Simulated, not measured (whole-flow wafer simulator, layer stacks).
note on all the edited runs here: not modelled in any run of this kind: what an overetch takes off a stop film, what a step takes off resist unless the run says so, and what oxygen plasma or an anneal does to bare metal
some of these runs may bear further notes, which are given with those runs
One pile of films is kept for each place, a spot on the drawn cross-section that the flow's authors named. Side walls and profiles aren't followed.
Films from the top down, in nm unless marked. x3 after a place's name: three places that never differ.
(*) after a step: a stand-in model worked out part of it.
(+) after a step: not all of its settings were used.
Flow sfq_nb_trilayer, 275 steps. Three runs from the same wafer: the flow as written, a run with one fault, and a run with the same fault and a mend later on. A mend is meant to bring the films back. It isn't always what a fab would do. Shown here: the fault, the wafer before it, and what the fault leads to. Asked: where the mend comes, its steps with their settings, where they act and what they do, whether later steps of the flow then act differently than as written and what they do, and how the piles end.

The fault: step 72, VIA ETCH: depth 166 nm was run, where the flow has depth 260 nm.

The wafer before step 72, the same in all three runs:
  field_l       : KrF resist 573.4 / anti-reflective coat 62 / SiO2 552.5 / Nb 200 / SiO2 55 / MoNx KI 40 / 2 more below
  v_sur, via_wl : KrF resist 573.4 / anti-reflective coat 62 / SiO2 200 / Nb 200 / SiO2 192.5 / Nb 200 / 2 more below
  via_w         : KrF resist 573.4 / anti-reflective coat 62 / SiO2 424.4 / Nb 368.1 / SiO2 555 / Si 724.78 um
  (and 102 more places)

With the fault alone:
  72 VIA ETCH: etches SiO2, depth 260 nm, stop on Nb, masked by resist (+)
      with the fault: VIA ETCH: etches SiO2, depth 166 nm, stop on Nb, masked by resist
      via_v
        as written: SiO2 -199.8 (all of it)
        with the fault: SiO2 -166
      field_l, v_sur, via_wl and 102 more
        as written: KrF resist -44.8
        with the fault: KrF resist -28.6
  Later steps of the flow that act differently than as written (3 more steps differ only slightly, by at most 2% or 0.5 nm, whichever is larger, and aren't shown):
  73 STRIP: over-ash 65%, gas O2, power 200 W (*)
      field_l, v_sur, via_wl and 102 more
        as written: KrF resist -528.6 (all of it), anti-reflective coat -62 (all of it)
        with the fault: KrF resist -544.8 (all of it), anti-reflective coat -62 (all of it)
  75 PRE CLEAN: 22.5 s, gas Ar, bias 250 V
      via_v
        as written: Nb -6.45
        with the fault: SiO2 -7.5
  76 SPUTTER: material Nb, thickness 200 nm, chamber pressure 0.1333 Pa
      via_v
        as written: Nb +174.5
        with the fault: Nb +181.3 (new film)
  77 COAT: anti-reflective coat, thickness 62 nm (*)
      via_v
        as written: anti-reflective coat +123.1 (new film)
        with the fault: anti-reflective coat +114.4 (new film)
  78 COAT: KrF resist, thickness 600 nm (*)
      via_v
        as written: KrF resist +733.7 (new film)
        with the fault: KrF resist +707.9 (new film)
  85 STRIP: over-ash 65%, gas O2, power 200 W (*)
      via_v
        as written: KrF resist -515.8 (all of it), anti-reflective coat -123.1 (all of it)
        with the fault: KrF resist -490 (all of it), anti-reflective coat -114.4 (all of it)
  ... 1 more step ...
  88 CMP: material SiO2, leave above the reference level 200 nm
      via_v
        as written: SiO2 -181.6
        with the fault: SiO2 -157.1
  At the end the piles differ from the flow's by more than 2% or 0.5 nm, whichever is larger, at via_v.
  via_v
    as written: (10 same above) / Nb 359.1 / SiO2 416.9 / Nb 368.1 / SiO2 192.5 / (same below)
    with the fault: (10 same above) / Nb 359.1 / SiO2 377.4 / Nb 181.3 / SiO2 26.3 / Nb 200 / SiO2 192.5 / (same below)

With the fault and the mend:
  The mend comes after step 73.
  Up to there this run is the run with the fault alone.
  73a COAT: anti-reflective coat, thickness 62 nm (*) (the flow's step 65 once more)
      p4_fl x3, p4_w1 x9, p4_g1 x2 and 63 more
        anti-reflective coat +62 (new film)
      r_sur, res, r_end and 9 more
        anti-reflective coat +61.8 (new film)
      field_l, jj_sur, ce_l, c5j
        anti-reflective coat +61.6 (new film)
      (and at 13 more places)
  73b COAT: KrF resist, thickness 650 nm (*) (the flow's step 66 once more)
      p4_fl x3, p4_w1 x9, p4_g1 x2 and 63 more
        KrF resist +650 (new film)
      moat, field_r, lsp_l, ln_m5, l0v
        KrF resist +649.6 (new film)
      lsp_m, ln_m6, lsp_r, l0_sur
        KrF resist +649.7 (new film)
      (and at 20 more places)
  73c SOFTBAKE: KrF resist (the flow's step 67 once more)
      changes no film at any place that is followed
  73d EXPOSE: photomask I1, dose 11.91 mJ/cm2, NA 0.6, wavelength 248 nm (*) (the flow's step 68 once more)
      changes no film at any place that is followed
  73e PEB: KrF resist, 90 s (the flow's step 69 once more)
      c5j, ce_r, sp_r and 90 more
        KrF resist -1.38
      field_l, v_sur, via_wl and 8 more
        KrF resist -1.37
      via_wr
        KrF resist -1.36
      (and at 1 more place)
  73f DEVELOP: KrF resist, thickness 650 nm, 60 s (the flow's step 70 once more)
      field_l, v_sur, via_wl and 102 more
        KrF resist -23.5
      via_v
        KrF resist -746 (all of it)
  73g VIA ETCH: etches anti-reflective coat, depth 125 nm, masked by resist (+) (the flow's step 71 once more)
      field_l, v_sur, via_wl and 102 more
        KrF resist -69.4
      via_v
        anti-reflective coat -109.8 (all of it)
  73h VIA ETCH: etches SiO2, depth 94 nm, stop on Nb, masked by resist (+) (the flow's step 72 once more, with other settings)
      field_l, v_sur, via_wl and 102 more
        KrF resist -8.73
      via_v
        SiO2 -33.8 (all of it)
  73i STRIP: over-ash 65%, gas O2, power 200 W (*) (the flow's step 73 once more)
      p4_fl x3, p4_w1 x9, p4_g1 x2 and 63 more
        KrF resist -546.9 (all of it), anti-reflective coat -62 (all of it)
      ln_m5, lsp_m, ln_m6, lsp_r, l0_sur, l0v
        KrF resist -546.6 (all of it), anti-reflective coat -61.8 (all of it)
      r_end, moat, field_r, lsp_l
        KrF resist -546.5 (all of it), anti-reflective coat -61.8 (all of it)
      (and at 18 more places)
  No later step of the flow acts differently than as written, at any place that is followed, by more than 2% or 0.5 nm, whichever is larger.
  At the end the piles differ from the flow's only slightly at the places that both follow, by at most 2% or 0.5 nm, whichever is larger.
